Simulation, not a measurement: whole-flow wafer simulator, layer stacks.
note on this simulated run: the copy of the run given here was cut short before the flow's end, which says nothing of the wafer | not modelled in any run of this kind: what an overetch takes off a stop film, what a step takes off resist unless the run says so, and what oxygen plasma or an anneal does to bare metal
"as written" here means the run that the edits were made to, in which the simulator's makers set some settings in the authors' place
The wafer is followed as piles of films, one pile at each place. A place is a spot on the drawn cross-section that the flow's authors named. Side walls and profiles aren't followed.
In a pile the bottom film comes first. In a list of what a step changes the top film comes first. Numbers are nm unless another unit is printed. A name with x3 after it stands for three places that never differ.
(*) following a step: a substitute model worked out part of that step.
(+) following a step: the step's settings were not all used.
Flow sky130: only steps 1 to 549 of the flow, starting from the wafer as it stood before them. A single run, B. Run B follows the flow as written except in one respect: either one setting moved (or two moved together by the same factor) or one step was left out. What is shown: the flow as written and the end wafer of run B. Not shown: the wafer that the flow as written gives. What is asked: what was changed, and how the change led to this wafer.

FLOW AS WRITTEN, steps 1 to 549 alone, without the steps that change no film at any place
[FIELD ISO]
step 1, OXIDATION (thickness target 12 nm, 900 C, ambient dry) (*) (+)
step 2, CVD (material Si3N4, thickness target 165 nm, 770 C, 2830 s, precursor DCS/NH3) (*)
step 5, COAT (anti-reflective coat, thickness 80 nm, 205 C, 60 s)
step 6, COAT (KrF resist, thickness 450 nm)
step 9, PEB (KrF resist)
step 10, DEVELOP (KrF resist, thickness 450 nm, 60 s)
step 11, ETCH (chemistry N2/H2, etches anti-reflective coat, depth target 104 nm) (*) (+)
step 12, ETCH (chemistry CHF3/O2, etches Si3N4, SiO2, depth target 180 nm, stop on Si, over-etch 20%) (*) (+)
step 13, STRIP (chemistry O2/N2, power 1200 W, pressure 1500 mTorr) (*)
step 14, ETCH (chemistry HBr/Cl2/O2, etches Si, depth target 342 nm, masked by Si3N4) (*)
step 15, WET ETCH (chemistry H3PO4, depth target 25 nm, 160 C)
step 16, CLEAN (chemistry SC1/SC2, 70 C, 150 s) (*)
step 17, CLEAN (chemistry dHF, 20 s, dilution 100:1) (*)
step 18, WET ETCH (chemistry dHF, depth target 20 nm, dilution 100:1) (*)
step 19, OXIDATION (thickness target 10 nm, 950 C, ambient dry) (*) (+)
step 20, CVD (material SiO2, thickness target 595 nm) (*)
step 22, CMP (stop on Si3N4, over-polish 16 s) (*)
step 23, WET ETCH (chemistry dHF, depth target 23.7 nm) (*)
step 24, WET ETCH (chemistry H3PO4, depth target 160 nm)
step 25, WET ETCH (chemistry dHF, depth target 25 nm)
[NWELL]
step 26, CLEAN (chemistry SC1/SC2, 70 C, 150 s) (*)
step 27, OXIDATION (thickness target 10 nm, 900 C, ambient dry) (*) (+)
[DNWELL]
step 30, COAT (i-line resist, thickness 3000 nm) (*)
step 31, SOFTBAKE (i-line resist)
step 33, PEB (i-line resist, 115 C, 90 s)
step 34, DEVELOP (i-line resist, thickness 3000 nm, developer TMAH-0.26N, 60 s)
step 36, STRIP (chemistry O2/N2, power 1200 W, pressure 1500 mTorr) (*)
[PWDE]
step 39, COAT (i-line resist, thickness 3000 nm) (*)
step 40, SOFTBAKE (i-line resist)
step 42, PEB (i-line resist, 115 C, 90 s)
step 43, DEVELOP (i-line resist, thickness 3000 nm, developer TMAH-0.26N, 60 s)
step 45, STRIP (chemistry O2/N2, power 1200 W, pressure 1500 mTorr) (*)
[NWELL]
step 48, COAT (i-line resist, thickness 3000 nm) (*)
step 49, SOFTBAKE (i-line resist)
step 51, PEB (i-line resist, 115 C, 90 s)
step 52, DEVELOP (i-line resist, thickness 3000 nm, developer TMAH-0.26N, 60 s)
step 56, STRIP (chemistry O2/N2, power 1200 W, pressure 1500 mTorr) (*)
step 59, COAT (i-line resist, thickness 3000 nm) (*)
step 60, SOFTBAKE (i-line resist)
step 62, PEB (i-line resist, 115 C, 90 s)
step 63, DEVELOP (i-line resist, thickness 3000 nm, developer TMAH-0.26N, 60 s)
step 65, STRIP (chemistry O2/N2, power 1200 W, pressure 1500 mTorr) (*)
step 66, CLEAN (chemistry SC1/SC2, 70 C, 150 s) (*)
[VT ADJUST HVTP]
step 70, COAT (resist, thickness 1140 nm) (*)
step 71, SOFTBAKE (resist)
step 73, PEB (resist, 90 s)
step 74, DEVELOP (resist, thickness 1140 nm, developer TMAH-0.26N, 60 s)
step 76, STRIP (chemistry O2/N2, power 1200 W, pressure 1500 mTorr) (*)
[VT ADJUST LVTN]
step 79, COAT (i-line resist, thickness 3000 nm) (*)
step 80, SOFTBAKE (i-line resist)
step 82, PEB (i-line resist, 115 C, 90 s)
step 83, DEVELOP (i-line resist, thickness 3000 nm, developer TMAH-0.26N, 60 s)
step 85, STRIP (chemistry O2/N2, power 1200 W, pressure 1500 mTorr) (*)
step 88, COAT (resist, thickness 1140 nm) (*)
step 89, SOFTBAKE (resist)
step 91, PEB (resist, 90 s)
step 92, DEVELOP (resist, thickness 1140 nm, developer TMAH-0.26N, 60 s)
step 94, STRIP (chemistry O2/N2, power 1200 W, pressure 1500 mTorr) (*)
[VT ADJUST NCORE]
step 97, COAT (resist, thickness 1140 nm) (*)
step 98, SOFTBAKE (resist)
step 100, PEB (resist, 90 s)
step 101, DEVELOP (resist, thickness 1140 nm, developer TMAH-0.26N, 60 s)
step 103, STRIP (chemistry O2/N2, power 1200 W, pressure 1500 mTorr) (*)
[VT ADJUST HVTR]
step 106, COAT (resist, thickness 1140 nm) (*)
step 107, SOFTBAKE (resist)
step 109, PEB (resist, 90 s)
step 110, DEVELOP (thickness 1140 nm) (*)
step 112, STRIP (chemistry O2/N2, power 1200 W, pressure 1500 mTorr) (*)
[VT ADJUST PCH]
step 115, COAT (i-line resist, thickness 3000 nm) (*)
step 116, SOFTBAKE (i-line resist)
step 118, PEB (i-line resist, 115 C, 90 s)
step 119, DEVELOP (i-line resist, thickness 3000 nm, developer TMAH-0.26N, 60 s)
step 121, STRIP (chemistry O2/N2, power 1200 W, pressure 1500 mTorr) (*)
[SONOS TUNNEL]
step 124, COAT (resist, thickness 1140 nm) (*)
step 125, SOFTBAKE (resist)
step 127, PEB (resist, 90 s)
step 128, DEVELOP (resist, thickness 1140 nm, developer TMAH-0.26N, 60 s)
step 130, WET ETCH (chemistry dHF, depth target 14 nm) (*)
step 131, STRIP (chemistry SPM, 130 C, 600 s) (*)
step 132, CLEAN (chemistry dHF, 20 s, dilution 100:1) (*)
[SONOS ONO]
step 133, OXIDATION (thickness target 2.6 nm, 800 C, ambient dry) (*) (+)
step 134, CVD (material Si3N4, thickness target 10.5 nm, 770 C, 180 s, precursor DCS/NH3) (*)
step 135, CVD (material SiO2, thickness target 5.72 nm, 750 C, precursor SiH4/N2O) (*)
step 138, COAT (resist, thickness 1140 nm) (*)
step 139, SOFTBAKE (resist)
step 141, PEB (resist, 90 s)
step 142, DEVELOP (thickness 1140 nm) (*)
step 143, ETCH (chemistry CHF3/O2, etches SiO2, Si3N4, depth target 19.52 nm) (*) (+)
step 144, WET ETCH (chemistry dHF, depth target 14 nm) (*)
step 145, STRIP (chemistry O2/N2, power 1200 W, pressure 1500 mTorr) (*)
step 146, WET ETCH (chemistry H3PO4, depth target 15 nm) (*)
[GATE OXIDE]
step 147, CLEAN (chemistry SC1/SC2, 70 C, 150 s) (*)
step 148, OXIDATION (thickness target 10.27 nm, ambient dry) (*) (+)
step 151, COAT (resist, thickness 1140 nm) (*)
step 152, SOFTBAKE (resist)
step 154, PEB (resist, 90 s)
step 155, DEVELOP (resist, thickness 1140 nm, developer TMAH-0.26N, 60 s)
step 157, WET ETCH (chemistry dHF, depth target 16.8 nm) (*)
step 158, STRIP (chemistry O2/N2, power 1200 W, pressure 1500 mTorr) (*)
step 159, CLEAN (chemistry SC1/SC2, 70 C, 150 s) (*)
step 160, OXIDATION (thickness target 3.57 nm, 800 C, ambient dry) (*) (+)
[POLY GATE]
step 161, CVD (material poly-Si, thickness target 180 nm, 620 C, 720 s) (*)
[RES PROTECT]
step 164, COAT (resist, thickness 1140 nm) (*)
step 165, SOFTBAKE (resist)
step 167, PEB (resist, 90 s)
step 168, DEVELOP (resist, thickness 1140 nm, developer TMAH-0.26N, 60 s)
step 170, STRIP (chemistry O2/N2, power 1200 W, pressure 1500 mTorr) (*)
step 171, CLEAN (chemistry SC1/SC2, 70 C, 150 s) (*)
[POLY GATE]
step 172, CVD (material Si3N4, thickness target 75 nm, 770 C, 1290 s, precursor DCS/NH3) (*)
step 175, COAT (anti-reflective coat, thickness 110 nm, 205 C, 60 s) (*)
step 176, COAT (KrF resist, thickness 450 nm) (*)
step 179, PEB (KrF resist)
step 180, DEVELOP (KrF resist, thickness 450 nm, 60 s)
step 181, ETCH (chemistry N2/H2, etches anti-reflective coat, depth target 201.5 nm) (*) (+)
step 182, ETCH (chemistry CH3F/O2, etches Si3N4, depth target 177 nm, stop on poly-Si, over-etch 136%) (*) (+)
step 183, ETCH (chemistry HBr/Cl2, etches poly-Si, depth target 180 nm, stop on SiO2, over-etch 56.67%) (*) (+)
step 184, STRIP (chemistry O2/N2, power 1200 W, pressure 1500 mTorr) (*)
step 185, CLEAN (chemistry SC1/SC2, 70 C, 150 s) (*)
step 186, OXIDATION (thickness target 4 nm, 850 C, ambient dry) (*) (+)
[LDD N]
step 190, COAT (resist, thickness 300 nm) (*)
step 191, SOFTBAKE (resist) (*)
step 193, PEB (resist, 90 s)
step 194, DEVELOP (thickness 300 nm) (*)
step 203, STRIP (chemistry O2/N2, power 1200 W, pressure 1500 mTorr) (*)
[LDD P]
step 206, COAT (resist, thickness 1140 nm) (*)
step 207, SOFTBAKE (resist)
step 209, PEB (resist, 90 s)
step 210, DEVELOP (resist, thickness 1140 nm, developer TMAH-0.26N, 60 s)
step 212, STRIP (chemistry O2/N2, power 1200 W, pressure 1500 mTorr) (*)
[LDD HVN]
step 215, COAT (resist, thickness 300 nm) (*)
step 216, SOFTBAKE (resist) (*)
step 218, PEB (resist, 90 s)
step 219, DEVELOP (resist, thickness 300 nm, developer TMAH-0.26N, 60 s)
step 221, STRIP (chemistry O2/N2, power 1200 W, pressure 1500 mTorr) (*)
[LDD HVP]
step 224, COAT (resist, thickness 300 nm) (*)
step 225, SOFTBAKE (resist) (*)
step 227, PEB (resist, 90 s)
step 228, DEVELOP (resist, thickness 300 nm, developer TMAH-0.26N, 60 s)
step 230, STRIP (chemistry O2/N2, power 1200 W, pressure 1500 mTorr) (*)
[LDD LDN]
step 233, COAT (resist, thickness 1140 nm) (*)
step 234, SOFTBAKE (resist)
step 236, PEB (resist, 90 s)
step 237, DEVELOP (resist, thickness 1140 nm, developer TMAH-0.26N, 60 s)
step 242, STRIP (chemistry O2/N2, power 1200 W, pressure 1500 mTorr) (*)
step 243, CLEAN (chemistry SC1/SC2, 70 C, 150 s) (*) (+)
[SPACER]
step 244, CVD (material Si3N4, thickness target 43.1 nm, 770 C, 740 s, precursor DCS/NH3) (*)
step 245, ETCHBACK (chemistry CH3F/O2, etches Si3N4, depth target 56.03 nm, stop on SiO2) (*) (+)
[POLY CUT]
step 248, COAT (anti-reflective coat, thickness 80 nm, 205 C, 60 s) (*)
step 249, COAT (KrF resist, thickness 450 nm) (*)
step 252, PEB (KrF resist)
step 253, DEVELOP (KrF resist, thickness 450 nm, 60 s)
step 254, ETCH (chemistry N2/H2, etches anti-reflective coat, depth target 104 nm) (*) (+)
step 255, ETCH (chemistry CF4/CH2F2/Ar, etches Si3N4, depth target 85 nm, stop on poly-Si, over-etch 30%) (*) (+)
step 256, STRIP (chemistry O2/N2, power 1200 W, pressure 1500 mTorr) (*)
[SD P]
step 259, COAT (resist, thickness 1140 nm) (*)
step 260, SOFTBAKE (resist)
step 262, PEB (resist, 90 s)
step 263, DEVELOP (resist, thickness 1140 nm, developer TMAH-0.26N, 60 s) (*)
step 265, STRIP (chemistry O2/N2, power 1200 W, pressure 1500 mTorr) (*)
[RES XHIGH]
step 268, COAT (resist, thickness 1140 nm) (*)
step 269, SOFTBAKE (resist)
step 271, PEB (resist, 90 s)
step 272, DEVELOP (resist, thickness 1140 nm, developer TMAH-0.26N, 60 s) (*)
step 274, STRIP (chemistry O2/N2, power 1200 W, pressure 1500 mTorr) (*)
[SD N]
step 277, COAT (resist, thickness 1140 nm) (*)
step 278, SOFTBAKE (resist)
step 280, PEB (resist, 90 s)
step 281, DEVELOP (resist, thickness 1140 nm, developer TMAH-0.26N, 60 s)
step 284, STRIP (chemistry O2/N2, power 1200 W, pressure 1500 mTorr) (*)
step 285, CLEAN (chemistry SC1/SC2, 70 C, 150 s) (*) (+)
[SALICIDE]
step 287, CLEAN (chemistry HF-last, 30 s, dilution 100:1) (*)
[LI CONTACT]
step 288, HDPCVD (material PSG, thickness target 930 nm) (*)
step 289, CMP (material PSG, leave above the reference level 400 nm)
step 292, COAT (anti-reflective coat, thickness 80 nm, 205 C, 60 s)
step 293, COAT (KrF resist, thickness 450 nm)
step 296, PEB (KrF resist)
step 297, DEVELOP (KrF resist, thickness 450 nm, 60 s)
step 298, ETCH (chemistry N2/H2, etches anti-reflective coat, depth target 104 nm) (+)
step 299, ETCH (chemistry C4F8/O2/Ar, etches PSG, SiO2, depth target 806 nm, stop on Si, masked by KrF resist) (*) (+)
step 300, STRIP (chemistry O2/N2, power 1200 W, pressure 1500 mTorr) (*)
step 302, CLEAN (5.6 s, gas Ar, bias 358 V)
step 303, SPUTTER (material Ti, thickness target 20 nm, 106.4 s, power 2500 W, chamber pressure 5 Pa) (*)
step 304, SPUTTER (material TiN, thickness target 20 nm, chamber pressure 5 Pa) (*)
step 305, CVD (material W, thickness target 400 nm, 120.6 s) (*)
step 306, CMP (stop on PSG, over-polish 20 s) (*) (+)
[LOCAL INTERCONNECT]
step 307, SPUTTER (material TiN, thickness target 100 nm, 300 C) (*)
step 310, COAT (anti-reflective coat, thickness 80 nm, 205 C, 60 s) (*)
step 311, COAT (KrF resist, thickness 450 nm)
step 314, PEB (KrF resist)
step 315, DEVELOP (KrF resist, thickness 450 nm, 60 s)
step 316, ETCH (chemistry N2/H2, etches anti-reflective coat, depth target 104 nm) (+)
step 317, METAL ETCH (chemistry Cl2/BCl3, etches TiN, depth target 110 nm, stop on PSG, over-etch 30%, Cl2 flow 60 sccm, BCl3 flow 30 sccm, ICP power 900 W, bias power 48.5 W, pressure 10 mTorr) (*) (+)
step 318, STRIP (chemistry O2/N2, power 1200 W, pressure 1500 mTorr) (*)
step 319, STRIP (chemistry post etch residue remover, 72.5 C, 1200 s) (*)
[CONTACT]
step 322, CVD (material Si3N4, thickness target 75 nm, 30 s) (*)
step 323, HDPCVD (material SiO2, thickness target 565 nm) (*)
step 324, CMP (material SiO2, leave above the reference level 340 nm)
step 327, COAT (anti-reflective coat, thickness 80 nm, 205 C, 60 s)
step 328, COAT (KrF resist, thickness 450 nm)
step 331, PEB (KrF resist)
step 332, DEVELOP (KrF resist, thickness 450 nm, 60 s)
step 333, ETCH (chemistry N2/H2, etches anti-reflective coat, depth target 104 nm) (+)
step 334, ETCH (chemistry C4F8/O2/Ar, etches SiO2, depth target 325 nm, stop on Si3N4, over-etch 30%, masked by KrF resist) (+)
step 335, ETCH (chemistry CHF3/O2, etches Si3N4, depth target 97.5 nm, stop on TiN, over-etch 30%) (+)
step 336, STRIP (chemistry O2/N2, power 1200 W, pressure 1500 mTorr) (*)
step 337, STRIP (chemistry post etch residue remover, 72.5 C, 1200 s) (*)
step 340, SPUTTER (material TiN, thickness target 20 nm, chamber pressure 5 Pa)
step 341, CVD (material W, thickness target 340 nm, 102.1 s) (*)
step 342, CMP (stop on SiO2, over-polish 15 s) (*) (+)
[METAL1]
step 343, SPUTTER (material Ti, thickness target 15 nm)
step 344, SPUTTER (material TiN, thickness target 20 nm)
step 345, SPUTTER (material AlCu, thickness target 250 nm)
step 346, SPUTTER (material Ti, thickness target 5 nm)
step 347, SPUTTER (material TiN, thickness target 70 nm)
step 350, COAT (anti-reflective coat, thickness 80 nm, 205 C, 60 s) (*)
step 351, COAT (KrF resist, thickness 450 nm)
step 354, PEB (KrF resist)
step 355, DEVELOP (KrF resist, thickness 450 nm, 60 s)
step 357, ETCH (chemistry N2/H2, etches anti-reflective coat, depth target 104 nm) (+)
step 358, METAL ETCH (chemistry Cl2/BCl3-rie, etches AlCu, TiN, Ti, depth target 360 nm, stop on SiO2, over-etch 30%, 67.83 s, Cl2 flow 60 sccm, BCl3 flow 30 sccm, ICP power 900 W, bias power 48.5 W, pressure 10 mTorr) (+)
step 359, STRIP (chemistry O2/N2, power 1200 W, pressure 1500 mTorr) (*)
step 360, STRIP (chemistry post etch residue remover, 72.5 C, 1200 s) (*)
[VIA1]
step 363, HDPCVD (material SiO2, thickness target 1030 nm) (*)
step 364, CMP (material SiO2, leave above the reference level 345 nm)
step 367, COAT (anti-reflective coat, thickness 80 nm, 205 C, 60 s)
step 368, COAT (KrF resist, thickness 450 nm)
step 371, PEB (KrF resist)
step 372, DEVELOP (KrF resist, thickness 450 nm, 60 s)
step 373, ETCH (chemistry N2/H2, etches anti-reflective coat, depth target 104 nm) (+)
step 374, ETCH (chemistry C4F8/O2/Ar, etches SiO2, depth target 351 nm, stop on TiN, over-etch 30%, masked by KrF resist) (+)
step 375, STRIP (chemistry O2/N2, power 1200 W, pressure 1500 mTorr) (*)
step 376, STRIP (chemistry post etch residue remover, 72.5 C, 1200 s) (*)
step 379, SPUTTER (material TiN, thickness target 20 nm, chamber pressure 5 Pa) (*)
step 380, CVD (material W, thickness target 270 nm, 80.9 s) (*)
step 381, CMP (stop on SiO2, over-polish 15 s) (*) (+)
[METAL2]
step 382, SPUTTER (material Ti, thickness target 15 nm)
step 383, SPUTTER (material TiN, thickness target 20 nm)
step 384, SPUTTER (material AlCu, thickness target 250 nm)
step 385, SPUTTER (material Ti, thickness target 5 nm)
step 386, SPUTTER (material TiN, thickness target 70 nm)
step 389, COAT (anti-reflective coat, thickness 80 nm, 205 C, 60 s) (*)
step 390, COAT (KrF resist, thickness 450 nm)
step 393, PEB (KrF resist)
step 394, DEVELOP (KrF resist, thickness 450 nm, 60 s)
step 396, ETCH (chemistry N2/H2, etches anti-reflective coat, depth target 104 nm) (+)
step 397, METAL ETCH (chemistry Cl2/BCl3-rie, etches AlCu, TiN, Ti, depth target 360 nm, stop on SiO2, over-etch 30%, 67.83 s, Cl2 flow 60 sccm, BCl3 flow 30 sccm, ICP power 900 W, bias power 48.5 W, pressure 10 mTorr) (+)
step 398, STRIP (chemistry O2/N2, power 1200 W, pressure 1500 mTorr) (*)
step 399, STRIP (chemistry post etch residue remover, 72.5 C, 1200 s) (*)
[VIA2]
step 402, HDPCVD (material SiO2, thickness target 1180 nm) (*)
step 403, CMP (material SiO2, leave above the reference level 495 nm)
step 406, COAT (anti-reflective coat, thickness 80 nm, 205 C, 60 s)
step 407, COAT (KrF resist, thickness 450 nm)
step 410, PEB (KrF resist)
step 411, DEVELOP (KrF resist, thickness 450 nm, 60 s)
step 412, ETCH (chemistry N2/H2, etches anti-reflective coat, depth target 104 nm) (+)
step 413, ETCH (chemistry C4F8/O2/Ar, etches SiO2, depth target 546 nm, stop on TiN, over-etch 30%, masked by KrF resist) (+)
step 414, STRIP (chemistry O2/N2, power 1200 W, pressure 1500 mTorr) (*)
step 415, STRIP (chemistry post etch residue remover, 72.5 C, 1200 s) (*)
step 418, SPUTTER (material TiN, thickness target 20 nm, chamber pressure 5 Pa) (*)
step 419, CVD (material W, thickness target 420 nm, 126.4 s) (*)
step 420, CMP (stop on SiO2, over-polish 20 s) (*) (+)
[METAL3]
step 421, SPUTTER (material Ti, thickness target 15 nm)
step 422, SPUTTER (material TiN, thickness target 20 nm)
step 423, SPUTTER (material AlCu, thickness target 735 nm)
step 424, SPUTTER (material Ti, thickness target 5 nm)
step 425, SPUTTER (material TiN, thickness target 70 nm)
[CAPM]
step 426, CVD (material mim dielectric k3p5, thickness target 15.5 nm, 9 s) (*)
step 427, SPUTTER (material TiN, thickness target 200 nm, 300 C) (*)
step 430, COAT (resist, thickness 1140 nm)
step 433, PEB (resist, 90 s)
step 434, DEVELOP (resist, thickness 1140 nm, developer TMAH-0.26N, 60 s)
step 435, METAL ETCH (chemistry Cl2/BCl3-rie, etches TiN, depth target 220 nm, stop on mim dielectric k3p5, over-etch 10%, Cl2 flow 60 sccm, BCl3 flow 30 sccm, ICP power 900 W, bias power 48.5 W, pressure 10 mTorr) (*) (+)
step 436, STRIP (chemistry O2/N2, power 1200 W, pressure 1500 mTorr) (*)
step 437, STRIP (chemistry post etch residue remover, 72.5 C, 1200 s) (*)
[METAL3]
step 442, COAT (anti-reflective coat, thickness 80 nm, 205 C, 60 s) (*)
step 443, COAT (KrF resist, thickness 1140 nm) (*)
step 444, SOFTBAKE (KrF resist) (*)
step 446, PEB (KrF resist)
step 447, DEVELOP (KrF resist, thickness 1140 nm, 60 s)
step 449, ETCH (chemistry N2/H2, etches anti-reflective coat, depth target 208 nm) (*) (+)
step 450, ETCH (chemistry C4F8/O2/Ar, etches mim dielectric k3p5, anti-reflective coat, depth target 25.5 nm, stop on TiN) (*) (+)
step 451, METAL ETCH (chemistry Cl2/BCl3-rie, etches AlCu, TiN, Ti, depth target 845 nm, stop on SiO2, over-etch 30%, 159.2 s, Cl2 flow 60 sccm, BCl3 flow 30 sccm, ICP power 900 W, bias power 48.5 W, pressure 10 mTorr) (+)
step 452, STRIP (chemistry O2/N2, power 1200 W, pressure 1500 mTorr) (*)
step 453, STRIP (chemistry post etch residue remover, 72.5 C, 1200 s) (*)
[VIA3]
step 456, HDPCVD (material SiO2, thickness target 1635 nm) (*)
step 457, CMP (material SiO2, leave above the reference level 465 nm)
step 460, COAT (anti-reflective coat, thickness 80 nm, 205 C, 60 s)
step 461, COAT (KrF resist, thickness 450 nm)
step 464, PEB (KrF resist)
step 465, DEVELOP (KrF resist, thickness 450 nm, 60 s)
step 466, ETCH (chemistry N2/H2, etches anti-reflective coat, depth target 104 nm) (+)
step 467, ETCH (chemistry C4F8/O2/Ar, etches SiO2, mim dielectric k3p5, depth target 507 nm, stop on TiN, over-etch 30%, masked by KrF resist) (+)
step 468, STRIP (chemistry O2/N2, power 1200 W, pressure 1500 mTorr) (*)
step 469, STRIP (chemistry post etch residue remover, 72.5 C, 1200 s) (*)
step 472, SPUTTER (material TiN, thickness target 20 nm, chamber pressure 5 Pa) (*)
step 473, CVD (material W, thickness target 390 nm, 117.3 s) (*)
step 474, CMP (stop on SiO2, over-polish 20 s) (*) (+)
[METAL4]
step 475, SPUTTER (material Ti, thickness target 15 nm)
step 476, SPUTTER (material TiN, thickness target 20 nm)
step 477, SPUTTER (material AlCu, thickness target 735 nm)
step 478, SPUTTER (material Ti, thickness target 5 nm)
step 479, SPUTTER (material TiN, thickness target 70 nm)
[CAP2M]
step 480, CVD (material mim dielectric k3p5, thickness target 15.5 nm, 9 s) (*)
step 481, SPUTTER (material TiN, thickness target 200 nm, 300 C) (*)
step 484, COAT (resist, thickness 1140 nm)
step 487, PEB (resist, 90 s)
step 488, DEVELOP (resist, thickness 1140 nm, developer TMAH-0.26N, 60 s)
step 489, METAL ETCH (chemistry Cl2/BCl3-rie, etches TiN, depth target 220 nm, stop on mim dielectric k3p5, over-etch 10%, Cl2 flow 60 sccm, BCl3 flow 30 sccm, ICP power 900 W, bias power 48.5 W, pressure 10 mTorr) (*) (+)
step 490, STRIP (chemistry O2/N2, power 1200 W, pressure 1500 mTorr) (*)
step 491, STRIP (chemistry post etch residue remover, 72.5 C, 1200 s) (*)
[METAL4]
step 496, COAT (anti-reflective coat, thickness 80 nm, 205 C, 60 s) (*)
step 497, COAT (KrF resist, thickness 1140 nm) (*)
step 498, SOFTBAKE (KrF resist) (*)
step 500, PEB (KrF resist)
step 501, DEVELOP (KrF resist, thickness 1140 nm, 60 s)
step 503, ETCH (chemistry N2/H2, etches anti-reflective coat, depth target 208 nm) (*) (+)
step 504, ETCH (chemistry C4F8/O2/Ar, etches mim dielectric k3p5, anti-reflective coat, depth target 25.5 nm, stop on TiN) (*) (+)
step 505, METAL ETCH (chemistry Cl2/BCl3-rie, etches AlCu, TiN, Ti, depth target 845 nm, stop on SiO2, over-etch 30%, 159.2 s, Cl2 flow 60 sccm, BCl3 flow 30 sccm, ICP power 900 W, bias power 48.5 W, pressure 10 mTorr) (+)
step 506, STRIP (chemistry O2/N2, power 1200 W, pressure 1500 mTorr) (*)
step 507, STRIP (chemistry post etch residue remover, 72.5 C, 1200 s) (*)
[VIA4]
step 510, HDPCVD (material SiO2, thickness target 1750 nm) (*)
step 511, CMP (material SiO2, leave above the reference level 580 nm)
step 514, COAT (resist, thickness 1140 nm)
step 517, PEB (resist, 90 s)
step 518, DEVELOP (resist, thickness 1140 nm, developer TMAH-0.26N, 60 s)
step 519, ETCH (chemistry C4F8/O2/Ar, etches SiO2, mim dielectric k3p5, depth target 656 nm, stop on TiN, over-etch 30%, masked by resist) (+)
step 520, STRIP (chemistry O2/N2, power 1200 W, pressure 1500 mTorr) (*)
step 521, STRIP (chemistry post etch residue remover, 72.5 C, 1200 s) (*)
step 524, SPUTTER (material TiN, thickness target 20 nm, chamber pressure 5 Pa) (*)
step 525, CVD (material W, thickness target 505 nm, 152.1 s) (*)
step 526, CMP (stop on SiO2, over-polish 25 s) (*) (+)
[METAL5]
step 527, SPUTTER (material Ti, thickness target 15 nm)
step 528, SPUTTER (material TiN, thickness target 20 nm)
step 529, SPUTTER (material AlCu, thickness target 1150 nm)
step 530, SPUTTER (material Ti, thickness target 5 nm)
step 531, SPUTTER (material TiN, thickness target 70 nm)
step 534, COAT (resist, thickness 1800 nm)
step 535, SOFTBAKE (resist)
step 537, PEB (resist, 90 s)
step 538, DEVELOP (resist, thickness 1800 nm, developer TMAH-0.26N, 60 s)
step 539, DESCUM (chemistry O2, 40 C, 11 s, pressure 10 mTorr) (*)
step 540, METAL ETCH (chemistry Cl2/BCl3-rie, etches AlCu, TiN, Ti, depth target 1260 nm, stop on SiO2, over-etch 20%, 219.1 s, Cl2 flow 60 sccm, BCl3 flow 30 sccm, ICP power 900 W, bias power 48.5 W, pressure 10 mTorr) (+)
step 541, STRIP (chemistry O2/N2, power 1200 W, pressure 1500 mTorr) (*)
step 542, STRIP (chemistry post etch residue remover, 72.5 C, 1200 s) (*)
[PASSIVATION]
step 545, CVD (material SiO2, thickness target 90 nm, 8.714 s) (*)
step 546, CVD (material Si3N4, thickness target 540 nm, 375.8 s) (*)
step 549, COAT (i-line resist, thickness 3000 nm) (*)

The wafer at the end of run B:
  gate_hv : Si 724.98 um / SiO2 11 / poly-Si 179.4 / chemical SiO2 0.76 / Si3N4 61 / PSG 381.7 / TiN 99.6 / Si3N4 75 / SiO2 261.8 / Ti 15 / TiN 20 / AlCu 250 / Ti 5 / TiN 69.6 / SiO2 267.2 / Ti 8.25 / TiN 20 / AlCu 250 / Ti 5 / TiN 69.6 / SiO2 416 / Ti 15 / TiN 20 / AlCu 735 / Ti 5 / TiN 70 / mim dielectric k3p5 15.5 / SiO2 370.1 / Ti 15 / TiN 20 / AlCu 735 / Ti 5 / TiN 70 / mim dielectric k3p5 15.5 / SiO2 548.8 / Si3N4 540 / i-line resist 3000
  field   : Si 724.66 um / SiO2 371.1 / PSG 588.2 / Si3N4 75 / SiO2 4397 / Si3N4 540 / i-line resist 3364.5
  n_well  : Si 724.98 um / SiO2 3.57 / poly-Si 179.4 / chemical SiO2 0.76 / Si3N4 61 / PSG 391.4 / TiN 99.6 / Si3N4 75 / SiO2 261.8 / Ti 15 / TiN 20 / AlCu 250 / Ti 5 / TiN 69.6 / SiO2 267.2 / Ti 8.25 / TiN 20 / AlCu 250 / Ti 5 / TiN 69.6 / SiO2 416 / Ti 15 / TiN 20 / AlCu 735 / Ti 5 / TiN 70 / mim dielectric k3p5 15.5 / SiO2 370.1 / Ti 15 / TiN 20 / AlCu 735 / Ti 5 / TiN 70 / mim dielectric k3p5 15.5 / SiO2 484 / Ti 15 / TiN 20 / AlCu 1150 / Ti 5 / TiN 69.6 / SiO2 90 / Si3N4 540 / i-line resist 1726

What caused this: step 382, SPUTTER: thickness target 8.25 nm was run, while the flow as written has thickness target 15 nm.
One can read it off the wafer: gate_hv has Ti 8.25, and step 382 as written asks for 15 nm.

The path from the change to this, step by step:
  step 382, SPUTTER (material Ti, thickness target 15 nm)
      field, active, n_well and 188 more: Ti gains 8.25 (new film) (in the flow as written it would be: Ti gains 15 (new film))
  step 397, METAL ETCH (chemistry Cl2/BCl3-rie, etches AlCu, TiN, Ti, depth target 360 nm, stop on SiO2, over-etch 30%, 67.83 s, Cl2 flow 60 sccm, BCl3 flow 30 sccm, ICP power 900 W, bias power 48.5 W, pressure 10 mTorr) (+)
      field, active, gate and 82 more: TiN loses 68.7 (all of it), Ti loses 5 (all of it), AlCu loses 250 (all of it), TiN loses 20 (all of it), Ti loses 8.25 (all of it), SiO2 loses 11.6 (in the flow as written it would be: TiN loses 68.7 (all of it), Ti loses 5 (all of it), AlCu loses 250 (all of it), TiN loses 20 (all of it), Ti loses 15 (all of it), SiO2 loses 10.9)
